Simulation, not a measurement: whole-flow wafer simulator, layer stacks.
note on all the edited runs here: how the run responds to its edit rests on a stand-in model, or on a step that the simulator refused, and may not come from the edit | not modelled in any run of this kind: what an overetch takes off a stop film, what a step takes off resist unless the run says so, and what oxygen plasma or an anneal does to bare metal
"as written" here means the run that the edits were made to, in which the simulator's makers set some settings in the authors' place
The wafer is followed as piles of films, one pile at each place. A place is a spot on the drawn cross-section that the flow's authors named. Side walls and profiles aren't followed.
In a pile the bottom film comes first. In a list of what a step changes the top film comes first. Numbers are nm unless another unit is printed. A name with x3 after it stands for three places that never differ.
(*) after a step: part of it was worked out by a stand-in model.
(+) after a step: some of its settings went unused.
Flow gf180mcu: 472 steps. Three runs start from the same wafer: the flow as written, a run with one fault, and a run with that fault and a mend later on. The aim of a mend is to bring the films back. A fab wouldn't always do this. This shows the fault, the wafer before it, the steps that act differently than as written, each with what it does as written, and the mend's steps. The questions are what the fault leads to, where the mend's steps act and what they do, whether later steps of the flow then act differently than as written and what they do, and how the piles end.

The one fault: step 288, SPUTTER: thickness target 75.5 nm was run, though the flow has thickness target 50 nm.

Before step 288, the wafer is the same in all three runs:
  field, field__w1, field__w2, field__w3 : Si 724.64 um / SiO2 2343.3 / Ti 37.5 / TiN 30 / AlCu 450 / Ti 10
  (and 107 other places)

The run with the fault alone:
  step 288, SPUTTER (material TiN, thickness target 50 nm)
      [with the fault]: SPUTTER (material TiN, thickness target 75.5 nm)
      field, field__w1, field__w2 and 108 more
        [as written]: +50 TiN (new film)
        [with the fault]: +75.5 TiN (new film)
  Later steps of the flow acting differently than as written (not shown: 3 more steps that differ only slightly, by at most 2% or 0.5 nm, whichever is larger):
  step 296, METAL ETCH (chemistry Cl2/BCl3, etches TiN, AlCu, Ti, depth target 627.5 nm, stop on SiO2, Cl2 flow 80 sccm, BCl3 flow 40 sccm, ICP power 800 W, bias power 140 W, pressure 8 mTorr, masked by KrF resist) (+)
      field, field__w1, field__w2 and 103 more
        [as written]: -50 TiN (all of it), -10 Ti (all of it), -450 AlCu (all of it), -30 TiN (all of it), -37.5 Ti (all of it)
        [with the fault]: -75.5 TiN (all of it), -10 Ti (all of it), -450 AlCu (all of it), -30 TiN (all of it), -37.5 Ti (all of it)
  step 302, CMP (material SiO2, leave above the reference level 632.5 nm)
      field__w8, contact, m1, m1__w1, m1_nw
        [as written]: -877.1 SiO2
        [with the fault]: -902.6 SiO2
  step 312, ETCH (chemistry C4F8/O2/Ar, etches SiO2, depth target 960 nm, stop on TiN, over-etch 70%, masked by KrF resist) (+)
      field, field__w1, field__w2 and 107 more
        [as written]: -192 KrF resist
        [with the fault]: -186 KrF resist
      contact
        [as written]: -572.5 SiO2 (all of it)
        [with the fault]: -547 SiO2 (all of it)
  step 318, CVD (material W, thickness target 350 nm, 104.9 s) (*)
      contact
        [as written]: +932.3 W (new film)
        [with the fault]: +906.5 W (new film)
  By the end, the piles at field__w8, contact, m1, m1__w1, m1_nw depart from the flow's by more than 2% or 0.5 nm, whichever is larger.
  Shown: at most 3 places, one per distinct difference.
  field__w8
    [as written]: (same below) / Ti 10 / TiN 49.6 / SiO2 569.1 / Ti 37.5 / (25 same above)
    [with the fault]: (same below) / Ti 10 / TiN 75.1 / SiO2 543.6 / Ti 37.5 / (25 same above)
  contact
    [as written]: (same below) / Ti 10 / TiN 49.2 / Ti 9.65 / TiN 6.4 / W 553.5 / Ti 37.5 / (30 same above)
    [with the fault]: (same below) / Ti 10 / TiN 74.7 / Ti 9.8 / TiN 6.5 / W 527.8 / Ti 37.5 / (30 same above)

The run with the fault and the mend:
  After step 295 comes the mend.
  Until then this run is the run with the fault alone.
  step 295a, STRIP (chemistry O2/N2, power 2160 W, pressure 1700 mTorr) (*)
      field__w8, contact, m1, m1__w1, m1_nw
        -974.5 KrF resist (all of it)
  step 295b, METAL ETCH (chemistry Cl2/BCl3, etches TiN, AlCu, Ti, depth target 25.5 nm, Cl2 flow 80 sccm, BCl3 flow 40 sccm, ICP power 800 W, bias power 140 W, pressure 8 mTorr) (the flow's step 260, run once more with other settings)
      field, field__w1, field__w2 and 108 more
        -25.5 TiN
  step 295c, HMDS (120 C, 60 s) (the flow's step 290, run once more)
      does not change any film at any place that is followed
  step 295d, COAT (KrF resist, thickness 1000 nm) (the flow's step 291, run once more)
      field, field__w1, field__w2 and 108 more
        +1000 KrF resist (new film)
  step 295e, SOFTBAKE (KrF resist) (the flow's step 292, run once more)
      does not change any film at any place that is followed
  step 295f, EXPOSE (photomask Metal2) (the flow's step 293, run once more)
      does not change any film at any place that is followed
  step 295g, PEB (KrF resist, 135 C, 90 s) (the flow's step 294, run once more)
      field, field__w1, field__w2 and 108 more
        -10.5 KrF resist
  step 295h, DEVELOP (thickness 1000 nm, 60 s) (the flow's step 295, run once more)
      field, field__w1, field__w2 and 103 more
        -989.5 KrF resist (all of it)
      field__w8, contact, m1, m1__w1, m1_nw
        -14.9 KrF resist
  Later steps of the flow that are run all act as written at every place that is followed.
  The piles end the same as the flow's at every place that both follow.
